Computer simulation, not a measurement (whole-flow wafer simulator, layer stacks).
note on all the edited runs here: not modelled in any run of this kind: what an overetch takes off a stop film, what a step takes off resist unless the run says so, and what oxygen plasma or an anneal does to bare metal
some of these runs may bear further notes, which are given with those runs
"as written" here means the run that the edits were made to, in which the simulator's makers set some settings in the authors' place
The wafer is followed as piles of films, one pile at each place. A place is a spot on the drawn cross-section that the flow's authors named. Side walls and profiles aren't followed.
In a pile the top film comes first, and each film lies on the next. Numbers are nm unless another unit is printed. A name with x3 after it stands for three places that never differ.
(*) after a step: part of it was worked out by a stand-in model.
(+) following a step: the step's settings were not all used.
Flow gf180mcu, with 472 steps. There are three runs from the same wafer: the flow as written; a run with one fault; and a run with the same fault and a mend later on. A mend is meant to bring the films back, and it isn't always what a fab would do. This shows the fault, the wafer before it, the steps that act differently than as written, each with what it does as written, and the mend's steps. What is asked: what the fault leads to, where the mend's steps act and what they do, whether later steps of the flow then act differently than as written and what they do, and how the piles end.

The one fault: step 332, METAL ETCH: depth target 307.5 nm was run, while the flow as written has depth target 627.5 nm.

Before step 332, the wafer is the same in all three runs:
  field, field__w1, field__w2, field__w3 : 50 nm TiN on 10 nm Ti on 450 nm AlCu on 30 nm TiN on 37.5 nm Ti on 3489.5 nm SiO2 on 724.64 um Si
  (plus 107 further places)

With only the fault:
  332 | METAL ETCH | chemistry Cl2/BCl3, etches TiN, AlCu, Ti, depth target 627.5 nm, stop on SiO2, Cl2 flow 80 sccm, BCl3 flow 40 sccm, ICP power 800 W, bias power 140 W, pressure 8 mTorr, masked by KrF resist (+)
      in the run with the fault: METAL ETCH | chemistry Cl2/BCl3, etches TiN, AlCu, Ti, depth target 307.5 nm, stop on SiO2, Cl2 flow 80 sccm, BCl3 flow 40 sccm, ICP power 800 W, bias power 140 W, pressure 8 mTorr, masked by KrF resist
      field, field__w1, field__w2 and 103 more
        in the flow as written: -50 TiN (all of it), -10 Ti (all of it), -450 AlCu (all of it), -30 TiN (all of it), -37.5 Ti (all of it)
        in the run with the fault: -50 TiN (all of it), -10 Ti (all of it), -247.5 AlCu
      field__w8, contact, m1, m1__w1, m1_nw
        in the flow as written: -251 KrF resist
        in the run with the fault: -123 KrF resist
  Steps further on in the flow that do not act as written:
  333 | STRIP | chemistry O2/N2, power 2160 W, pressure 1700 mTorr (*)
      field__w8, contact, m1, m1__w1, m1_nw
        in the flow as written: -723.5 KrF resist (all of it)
        in the run with the fault: -851.5 KrF resist (all of it)
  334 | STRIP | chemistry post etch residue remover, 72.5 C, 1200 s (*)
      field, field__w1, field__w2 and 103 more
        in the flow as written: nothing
        in the run with the fault: -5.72 AlCu
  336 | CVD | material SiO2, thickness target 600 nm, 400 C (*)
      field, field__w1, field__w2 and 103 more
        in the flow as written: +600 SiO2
        in the run with the fault: +600 SiO2 (new film)
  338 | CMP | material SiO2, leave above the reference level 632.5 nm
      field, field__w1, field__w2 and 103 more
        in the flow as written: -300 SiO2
        in the run with the fault: -564.3 SiO2
  At field, field__w1, field__w2 and 104 more, the piles at the end differ from the flow's by more than 2% or 0.5 nm, whichever is larger.
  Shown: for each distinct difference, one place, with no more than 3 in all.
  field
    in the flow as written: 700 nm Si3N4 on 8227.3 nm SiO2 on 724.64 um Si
    in the run with the fault: 700 nm Si3N4 on 4473.5 nm SiO2 on 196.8 nm AlCu on 30 nm TiN on 37.5 nm Ti on 3489.5 nm SiO2 on 724.64 um Si
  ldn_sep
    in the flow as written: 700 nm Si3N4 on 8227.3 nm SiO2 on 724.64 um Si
    in the run with the fault: 700 nm Si3N4 on 4473.5 nm SiO2 on 196.8 nm AlCu on 30 nm TiN on 37.5 nm Ti on 3489.4 nm SiO2 on 724.64 um Si
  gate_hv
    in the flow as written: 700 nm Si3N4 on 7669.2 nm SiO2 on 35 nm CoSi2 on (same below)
    in the run with the fault: 700 nm Si3N4 on 4473.5 nm SiO2 on 196.8 nm AlCu on 30 nm TiN on 37.5 nm Ti on 2931.3 nm SiO2 on 35 nm CoSi2 on (same below)

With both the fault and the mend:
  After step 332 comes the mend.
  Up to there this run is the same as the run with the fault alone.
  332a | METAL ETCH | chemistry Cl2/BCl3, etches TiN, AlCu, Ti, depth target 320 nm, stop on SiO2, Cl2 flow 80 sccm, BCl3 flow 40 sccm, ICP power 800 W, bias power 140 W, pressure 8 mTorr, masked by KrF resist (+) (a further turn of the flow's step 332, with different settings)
      field, field__w1, field__w2 and 103 more
        -202.5 AlCu (all of it), -30 TiN (all of it), -37.5 Ti (all of it)
      field__w8, contact, m1, m1__w1, m1_nw
        -128 KrF resist
  Every later step of the flow that is run acts as written at every place that is followed.
  By the end, the piles equal the flow's at every place that both follow.
